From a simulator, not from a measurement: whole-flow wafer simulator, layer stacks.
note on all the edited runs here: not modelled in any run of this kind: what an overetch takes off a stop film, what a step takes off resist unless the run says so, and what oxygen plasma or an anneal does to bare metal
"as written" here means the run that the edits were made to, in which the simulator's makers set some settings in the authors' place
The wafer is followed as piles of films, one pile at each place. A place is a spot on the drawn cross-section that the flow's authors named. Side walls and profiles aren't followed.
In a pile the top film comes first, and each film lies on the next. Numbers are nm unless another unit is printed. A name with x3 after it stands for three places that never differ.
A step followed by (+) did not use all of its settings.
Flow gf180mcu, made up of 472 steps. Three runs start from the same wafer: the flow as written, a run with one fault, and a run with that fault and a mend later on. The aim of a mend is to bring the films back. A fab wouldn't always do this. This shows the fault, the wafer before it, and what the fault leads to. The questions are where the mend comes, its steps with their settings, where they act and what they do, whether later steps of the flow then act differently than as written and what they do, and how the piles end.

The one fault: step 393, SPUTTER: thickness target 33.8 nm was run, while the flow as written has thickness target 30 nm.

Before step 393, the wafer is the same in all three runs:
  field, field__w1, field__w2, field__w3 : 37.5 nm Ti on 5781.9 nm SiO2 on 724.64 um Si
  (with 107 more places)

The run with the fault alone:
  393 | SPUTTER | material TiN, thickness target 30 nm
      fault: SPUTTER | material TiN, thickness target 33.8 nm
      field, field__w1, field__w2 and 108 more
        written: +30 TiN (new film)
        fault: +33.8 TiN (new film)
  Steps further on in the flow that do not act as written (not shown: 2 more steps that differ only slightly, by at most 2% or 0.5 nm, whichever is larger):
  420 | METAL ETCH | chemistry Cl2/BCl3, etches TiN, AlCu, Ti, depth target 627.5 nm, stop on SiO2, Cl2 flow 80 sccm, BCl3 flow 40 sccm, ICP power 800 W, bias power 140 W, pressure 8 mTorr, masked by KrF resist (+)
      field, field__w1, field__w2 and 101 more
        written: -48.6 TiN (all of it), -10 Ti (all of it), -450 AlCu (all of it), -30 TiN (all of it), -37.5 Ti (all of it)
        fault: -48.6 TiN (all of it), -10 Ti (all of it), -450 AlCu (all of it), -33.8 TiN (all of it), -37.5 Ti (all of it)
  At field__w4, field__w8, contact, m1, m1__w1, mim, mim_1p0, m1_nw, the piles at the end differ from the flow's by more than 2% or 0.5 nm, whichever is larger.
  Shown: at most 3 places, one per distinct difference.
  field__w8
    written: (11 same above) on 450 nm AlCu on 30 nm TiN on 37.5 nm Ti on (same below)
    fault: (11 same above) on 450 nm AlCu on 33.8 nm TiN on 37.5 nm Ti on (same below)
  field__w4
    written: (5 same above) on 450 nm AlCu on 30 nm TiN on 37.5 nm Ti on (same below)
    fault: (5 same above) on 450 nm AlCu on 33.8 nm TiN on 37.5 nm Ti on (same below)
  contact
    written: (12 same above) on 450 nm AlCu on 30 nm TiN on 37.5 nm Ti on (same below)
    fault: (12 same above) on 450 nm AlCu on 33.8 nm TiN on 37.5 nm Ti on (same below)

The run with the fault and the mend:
  The mend stands after step 393.
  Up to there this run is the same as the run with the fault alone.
  393a | METAL ETCH | chemistry Cl2/BCl3, etches TiN, AlCu, Ti, depth target 3.8 nm, Cl2 flow 80 sccm, BCl3 flow 40 sccm, ICP power 800 W, bias power 140 W, pressure 8 mTorr (a further turn of the flow's step 260, with different settings)
      field, field__w1, field__w2 and 108 more
        -3.8 TiN
  None of the later steps of the flow acts differently than as written at any place that is followed.
  The piles end the same as the flow's at every place that both follow.
